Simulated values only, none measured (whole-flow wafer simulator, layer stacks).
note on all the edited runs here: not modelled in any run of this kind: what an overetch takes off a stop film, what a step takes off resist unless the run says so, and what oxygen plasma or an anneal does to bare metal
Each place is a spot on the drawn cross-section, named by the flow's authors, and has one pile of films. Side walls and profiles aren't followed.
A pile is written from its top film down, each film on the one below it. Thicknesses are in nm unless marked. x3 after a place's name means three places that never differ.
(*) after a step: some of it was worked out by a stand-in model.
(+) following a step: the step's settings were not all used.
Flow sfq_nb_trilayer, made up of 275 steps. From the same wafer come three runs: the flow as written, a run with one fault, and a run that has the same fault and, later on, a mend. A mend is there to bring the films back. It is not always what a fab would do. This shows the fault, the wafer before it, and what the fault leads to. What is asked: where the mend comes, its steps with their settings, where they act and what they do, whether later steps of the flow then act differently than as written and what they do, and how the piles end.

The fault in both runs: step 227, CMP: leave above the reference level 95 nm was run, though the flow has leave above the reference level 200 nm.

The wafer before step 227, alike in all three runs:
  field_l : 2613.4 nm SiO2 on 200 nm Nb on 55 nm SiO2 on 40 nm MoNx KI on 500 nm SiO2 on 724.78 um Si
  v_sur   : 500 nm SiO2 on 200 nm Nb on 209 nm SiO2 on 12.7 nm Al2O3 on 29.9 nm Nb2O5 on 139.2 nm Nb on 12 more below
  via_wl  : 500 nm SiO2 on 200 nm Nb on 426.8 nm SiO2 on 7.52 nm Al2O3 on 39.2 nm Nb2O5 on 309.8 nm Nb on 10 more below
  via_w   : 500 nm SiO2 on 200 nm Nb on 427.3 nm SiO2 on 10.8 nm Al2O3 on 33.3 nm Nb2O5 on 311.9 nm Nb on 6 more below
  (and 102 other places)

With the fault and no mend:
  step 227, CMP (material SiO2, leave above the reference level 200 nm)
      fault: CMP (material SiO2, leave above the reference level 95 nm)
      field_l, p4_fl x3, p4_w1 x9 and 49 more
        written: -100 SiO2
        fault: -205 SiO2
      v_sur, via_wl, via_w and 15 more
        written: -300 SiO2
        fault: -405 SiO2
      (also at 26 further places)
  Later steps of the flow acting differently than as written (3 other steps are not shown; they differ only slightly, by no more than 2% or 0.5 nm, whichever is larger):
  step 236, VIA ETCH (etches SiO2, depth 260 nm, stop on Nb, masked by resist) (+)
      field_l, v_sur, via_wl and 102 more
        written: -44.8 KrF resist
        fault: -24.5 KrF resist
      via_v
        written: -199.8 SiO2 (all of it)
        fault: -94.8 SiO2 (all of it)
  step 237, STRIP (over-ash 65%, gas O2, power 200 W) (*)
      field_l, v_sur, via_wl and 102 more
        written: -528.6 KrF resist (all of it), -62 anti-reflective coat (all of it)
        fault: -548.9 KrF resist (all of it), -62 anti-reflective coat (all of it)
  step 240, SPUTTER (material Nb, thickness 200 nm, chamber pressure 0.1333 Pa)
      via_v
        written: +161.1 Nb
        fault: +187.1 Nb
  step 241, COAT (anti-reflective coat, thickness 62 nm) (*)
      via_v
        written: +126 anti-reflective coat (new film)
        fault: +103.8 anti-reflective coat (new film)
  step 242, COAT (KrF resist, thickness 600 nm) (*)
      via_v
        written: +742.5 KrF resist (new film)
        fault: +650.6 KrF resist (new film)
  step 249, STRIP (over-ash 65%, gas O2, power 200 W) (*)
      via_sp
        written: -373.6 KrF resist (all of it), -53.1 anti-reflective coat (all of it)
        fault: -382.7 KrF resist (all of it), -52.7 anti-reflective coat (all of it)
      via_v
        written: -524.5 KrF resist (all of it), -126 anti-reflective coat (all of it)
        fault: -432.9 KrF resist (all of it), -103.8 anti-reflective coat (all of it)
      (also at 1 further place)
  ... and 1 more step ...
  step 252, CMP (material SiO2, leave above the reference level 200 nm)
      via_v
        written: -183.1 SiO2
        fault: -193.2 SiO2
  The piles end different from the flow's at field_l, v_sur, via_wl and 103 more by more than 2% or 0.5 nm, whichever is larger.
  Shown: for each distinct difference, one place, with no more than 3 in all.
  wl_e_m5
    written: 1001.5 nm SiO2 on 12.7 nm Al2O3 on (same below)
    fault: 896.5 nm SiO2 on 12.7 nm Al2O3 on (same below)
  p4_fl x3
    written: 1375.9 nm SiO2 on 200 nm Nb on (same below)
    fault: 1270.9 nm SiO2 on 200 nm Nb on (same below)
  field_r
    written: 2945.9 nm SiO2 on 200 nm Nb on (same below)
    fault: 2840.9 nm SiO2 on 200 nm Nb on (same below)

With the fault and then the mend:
  After step 234 comes the mend.
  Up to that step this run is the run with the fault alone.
  step 234a, STRIP (over-ash 65%, gas O2, power 200 W) (*)
      field_l, v_sur, via_wl and 102 more
        -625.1 KrF resist (all of it), -62 anti-reflective coat (all of it)
      via_v
        -62 anti-reflective coat (all of it)
  step 234b, PECVD (material SiO2, thickness 105 nm, 150 C, 23.33 s, RF power 183.3 W, pressure 2.4 Torr, precursor SiH4/N2O) (the flow's step 226 again, with other settings)
      field_l, v_sur, via_wl and 103 more
        +105 SiO2
  step 234c, COAT (anti-reflective coat, thickness 62 nm) (the flow's step 229 again)
      field_l, v_sur, via_wl and 103 more
        +62 anti-reflective coat (new film)
  step 234d, COAT (KrF resist, thickness 650 nm) (the flow's step 230 again)
      field_l, v_sur, via_wl and 103 more
        +650 KrF resist (new film)
  step 234e, SOFTBAKE (KrF resist) (the flow's step 231 again)
      leaves every film unchanged at each place that is followed
  step 234f, EXPOSE (photomask I6, dose 11.91 mJ/cm2, NA 0.6, wavelength 248 nm) (*) (the flow's step 232 again)
      leaves every film unchanged at each place that is followed
  step 234g, PEB (KrF resist, 90 s) (the flow's step 233 again)
      field_l, v_sur, via_wl and 103 more
        -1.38 KrF resist
  step 234h, DEVELOP (KrF resist, thickness 650 nm, 60 s) (the flow's step 234 again)
      field_l, v_sur, via_wl and 102 more
        -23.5 KrF resist
      via_v
        -648.6 KrF resist (all of it)
  Every later step of the flow that is run acts as written, at every place that is followed, to within 2% or 0.5 nm, whichever is larger.
  At every place that both follow, the piles at the end match the flow's.
